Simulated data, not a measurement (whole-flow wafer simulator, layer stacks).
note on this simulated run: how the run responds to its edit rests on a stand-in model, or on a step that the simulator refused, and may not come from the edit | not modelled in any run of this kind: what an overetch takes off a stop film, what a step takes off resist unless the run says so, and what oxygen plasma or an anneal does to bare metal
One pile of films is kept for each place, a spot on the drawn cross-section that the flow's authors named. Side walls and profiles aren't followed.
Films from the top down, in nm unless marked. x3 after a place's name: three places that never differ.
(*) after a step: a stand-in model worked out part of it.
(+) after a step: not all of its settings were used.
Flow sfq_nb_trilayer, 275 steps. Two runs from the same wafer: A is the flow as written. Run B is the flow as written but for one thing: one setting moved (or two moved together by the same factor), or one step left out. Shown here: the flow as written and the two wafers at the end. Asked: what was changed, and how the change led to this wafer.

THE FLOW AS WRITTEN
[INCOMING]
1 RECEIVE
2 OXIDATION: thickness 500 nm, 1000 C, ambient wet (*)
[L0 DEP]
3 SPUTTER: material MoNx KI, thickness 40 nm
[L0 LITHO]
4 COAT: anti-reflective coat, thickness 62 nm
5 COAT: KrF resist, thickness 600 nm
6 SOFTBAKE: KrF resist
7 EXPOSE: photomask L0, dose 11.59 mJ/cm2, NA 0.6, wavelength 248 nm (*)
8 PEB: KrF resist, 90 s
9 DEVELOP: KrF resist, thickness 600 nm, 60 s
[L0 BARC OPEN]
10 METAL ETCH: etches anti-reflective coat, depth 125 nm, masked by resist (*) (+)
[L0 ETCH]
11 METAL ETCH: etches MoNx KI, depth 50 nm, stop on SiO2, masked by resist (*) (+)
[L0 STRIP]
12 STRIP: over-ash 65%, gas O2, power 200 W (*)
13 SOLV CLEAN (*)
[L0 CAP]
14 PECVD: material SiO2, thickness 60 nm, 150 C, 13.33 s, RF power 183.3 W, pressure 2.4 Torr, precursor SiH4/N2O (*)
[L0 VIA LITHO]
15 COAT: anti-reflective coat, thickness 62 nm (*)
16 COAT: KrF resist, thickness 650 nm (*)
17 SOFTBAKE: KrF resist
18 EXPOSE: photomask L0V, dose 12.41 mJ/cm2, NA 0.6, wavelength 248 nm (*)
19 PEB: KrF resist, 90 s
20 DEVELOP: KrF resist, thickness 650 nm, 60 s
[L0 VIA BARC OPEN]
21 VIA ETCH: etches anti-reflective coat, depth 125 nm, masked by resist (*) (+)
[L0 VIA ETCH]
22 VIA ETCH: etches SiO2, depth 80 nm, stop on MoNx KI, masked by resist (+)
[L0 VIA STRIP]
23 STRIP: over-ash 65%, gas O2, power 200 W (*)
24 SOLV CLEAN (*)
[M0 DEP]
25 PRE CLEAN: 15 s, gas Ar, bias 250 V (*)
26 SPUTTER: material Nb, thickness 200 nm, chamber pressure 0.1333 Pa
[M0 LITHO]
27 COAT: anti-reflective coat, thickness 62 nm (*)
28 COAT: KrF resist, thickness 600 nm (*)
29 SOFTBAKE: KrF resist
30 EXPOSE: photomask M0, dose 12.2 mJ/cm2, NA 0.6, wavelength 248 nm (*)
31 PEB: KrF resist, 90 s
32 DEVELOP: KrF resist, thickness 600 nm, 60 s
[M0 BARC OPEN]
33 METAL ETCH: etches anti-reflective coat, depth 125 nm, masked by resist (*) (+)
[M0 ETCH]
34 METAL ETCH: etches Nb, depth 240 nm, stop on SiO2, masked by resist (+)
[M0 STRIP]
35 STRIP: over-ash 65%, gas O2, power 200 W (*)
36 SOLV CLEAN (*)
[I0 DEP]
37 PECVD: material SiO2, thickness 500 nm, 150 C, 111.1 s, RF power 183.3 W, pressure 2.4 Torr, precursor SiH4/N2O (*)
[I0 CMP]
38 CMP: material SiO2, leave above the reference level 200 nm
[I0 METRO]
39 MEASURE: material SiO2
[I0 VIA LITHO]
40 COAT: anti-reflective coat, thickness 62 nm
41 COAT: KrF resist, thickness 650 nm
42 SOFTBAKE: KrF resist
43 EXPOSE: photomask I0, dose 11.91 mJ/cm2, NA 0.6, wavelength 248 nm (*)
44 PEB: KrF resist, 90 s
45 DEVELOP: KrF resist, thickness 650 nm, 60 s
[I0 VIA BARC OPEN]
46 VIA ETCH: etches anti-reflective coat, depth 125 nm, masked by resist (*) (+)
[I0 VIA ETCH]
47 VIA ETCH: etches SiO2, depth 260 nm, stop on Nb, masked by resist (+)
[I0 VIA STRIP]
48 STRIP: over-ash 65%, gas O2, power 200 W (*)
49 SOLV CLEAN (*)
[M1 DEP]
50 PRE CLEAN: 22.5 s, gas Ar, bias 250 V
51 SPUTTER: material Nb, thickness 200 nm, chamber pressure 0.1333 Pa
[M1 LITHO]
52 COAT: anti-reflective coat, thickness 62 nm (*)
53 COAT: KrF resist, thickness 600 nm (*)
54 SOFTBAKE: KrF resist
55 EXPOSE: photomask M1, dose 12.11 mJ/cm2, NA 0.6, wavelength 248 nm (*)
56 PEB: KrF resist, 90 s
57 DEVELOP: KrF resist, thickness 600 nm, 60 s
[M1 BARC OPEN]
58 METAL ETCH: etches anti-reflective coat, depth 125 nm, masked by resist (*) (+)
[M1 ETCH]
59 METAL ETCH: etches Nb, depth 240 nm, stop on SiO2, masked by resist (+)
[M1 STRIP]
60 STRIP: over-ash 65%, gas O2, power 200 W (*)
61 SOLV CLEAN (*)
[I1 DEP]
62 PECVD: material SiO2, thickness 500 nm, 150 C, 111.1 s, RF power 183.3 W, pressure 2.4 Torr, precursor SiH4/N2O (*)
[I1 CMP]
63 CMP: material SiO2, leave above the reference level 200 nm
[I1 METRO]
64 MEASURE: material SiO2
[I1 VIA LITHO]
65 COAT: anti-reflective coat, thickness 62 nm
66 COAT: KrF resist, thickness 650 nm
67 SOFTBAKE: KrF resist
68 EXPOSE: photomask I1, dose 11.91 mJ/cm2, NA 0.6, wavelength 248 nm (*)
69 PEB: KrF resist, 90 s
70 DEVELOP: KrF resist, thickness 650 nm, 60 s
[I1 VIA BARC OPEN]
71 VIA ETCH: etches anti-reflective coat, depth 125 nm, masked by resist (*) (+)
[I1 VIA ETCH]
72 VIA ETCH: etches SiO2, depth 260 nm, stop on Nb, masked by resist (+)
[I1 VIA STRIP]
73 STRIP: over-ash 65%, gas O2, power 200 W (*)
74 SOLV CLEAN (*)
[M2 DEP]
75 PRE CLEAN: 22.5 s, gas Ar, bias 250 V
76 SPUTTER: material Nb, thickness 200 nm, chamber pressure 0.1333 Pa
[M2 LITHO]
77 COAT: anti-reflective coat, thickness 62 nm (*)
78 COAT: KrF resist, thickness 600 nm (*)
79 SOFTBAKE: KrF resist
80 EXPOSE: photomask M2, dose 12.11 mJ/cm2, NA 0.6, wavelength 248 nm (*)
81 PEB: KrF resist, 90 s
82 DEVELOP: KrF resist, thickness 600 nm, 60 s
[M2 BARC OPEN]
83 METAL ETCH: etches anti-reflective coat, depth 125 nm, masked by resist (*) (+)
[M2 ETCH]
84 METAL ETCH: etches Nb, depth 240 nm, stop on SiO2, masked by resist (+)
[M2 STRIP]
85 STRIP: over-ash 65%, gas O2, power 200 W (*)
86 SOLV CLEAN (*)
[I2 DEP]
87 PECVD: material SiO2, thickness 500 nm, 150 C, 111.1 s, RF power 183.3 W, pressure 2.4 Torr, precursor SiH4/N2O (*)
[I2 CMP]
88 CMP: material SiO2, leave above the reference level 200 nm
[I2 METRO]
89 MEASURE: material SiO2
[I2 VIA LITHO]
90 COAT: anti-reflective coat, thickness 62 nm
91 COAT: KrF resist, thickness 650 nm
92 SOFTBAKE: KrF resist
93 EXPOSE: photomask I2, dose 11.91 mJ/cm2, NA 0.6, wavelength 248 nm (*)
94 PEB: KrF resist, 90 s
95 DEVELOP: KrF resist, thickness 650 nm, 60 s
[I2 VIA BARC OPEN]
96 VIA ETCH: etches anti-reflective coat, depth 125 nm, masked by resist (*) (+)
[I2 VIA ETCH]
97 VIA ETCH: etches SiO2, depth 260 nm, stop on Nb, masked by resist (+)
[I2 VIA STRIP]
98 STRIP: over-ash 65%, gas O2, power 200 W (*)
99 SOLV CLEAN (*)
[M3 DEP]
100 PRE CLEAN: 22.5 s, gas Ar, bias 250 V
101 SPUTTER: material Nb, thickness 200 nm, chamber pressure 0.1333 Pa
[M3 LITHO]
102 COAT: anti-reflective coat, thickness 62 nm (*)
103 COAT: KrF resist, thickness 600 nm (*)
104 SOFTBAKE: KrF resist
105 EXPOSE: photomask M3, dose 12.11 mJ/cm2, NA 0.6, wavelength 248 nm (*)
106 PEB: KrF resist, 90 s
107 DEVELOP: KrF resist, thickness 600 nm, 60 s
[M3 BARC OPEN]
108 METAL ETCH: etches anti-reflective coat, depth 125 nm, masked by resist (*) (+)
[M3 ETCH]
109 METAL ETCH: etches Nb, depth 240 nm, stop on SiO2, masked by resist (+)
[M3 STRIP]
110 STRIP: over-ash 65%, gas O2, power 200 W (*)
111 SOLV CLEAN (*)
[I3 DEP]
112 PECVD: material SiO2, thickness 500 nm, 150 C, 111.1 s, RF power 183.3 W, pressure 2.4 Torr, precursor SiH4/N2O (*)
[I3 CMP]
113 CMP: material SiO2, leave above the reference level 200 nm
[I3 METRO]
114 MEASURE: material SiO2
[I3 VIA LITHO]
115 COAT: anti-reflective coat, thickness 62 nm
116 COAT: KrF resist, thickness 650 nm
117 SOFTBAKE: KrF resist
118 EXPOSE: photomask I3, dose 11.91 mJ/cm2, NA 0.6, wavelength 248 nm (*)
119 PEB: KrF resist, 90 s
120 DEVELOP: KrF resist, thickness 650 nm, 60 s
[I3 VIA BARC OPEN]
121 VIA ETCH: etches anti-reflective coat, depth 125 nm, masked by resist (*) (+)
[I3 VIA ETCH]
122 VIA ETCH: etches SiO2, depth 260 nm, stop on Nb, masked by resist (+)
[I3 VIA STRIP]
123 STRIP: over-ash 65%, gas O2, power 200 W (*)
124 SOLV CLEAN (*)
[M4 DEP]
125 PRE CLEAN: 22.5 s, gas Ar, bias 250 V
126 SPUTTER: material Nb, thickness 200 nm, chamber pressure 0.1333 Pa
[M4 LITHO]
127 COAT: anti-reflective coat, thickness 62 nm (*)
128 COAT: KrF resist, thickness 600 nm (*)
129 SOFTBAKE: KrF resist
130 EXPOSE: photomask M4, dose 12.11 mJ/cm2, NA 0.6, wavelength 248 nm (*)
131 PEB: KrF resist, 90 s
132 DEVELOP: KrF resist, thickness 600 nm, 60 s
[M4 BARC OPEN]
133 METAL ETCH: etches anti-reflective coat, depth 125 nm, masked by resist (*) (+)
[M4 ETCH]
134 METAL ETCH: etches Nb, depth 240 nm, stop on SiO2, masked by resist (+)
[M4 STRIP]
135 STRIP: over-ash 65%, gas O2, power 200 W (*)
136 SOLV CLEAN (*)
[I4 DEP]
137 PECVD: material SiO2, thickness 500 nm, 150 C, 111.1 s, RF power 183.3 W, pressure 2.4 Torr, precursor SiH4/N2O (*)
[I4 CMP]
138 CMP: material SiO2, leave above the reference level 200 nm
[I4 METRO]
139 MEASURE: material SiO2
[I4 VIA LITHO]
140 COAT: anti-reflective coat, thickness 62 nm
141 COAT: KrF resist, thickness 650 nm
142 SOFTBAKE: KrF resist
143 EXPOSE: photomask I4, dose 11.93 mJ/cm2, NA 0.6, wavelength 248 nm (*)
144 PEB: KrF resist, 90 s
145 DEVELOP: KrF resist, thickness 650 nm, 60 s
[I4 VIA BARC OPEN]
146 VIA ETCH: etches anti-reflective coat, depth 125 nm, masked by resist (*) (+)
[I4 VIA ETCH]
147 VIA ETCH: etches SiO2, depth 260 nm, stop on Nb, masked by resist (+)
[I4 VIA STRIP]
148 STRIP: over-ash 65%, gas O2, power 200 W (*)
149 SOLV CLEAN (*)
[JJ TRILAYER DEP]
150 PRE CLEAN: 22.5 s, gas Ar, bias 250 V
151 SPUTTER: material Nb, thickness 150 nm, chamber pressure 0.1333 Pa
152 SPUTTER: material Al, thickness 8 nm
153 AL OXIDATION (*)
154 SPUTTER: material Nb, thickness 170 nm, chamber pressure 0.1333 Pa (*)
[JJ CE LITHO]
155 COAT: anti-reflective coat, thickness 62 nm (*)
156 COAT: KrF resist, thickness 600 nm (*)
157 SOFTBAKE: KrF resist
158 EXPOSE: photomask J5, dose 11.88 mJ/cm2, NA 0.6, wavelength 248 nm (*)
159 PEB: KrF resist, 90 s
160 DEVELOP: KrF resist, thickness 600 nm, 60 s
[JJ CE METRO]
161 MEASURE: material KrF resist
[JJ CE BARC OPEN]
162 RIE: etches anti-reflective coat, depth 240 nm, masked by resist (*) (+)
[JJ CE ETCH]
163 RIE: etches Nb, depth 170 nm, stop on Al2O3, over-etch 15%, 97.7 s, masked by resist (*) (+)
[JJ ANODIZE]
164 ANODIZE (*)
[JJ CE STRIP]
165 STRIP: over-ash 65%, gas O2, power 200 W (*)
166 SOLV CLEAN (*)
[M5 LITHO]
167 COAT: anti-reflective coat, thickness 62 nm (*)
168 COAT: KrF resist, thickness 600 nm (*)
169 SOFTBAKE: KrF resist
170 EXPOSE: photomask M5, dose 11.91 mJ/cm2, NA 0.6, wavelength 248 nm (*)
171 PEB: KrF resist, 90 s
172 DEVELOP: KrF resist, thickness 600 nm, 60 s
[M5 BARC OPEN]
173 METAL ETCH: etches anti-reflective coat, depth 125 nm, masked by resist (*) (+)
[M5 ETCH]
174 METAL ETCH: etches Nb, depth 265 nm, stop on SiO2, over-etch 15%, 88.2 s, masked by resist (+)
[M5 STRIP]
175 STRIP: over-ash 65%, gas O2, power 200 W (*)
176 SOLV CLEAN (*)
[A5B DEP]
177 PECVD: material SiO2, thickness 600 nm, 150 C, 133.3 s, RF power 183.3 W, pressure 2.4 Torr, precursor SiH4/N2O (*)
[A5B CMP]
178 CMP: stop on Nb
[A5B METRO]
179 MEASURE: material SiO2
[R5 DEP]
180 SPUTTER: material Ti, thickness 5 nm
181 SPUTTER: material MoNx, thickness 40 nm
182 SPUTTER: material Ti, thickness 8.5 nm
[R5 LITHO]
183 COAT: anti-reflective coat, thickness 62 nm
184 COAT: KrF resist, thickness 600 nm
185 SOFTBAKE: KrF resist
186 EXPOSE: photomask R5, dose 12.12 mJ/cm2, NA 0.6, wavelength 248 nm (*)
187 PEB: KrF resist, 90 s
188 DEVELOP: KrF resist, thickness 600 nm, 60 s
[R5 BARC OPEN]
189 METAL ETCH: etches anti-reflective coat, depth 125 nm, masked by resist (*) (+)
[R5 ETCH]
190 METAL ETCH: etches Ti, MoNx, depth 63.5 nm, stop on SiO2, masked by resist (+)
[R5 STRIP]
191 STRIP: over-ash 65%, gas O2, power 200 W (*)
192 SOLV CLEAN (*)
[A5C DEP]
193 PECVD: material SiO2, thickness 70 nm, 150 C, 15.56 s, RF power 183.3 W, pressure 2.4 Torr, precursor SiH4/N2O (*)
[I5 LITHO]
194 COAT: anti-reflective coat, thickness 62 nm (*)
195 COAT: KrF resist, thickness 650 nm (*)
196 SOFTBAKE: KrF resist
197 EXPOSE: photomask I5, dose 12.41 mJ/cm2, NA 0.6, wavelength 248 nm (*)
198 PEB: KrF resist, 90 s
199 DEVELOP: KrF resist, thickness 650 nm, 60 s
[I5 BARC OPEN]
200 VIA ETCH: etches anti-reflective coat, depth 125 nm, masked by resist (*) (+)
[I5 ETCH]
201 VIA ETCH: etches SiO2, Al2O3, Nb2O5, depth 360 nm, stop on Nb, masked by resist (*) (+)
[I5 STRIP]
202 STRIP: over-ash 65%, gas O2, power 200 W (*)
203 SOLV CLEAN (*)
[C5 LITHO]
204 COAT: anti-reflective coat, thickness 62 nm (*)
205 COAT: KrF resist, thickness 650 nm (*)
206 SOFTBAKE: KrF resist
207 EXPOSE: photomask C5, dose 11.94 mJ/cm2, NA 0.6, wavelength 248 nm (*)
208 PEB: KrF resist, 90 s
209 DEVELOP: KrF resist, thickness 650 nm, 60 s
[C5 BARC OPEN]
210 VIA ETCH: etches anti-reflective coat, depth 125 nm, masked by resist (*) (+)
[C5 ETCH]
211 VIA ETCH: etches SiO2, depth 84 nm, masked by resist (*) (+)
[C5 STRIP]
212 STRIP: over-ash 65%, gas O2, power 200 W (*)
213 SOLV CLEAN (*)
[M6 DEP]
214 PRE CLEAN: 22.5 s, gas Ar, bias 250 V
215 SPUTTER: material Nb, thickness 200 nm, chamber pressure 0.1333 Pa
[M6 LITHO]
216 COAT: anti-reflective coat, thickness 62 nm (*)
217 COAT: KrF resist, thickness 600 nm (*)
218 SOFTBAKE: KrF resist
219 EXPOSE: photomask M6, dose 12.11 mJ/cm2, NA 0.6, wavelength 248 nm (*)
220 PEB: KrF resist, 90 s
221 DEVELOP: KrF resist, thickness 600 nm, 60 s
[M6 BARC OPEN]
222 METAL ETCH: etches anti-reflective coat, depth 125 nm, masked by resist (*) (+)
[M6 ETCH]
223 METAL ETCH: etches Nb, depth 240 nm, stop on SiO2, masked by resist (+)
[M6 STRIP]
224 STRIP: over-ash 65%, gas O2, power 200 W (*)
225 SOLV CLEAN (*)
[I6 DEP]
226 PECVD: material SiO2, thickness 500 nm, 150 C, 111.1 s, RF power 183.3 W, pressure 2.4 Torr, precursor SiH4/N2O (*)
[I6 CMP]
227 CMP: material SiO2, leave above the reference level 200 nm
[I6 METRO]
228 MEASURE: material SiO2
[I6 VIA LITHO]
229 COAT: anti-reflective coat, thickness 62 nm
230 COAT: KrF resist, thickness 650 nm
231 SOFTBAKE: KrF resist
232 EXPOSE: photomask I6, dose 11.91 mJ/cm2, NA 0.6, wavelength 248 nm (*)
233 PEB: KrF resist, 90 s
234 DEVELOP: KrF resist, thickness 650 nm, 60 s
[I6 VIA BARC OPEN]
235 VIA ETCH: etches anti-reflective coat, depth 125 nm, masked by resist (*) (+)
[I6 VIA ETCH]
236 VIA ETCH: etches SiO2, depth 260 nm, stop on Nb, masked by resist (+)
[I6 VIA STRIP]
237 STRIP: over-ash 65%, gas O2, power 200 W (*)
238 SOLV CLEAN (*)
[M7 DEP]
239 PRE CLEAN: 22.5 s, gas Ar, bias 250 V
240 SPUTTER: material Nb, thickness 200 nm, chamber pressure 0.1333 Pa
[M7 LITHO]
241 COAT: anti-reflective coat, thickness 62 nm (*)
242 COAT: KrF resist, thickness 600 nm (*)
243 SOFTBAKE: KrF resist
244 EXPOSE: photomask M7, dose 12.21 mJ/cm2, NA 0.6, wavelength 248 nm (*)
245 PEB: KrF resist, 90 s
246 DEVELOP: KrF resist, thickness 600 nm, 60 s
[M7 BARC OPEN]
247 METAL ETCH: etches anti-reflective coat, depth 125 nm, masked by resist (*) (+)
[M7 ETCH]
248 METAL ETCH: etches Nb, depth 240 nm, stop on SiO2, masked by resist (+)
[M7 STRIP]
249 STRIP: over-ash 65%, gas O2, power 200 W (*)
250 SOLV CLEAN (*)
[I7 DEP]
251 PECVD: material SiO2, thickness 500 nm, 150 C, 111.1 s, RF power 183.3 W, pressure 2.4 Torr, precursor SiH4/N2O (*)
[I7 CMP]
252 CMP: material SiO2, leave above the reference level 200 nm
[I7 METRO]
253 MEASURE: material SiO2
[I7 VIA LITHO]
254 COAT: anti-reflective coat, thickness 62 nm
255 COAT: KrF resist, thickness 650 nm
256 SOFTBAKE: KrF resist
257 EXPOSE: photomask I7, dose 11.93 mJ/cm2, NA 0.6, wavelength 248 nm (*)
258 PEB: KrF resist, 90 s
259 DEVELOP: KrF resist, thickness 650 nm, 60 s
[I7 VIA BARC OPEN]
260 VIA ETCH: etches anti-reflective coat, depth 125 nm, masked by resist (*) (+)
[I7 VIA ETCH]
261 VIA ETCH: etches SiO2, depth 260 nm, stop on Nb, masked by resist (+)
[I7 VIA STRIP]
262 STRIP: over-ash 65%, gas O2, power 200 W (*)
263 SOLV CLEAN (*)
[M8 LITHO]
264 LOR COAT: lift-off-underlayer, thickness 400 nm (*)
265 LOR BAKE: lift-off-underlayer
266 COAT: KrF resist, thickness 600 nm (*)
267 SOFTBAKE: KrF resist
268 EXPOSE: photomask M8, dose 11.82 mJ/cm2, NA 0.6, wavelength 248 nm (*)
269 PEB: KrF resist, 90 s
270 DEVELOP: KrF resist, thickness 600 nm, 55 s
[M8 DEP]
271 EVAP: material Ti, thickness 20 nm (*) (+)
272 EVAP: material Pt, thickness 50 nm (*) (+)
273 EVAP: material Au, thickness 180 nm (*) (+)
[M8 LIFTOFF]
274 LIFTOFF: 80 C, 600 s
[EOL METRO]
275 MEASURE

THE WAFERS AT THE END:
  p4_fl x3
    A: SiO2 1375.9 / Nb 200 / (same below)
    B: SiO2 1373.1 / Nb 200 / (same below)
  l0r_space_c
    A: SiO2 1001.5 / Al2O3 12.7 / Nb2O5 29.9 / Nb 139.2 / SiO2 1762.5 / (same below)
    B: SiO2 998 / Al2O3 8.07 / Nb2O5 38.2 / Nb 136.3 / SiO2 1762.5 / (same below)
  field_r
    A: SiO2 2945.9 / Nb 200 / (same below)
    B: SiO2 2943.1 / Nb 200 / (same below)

The cause: step 152, SPUTTER: thickness 5.2 nm was run, where the flow has thickness 8 nm.

How the change led to this, step by step:
  152 SPUTTER: material Al, thickness 8 nm
      field_l, v_sur, via_sp and 100 more: A Al +8 (new film) | B Al +5.2 (new film)
      via_wl, via_wr: A Al +5.14 (new film) | B Al +3.34 (new film)
      (and at 1 more place)
  164 ANODIZE (*)
      field_l, v_sur, via_sp and 96 more: A Al2O3 +12.2, Nb2O5 +29.9 (new film), Al -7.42 (all of it), Nb -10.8 | B Al2O3 +7.62, Nb2O5 +38.2 (new film), Al -4.62 (all of it), Nb -13.7
      via_wl, via_wr: A Al2O3 +7.52 (new film), Nb2O5 +39.2 (new film), Al -4.56 (all of it), Nb -14.1 | B Al2O3 +4.55 (new film), Nb2O5 +44.5 (new film), Al -2.76 (all of it), Nb -16
      (and at 1 more place)
  174 METAL ETCH: etches Nb, depth 265 nm, stop on SiO2, over-etch 15%, 88.2 s, masked by resist (+)
      field_l, r_sur, res and 49 more: A Al2O3 -12.6 (all of it), Nb2O5 -29.9 (all of it), Nb -139.2 (all of it), SiO2 -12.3 | B Al2O3 -8.01 (all of it), Nb2O5 -38.2 (all of it), Nb -136.3 (all of it), SiO2 -12.2
      wl_a_sl: A Al2O3 -12.6 (all of it), Nb2O5 -29.9 (all of it), Nb -139.2 (all of it), SiO2 -12.3 | B Al2O3 -8 (all of it), Nb2O5 -38.2 (all of it), Nb -136.3 (all of it), SiO2 -12.2
  201 VIA ETCH: etches SiO2, Al2O3, Nb2O5, depth 360 nm, stop on Nb, masked by resist (*) (+)
      be: A SiO2 -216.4 (all of it), Al2O3 -12.7 (all of it), Nb2O5 -29.9 (all of it) | B SiO2 -212.9 (all of it), Al2O3 -8.07 (all of it), Nb2O5 -38.2 (all of it)
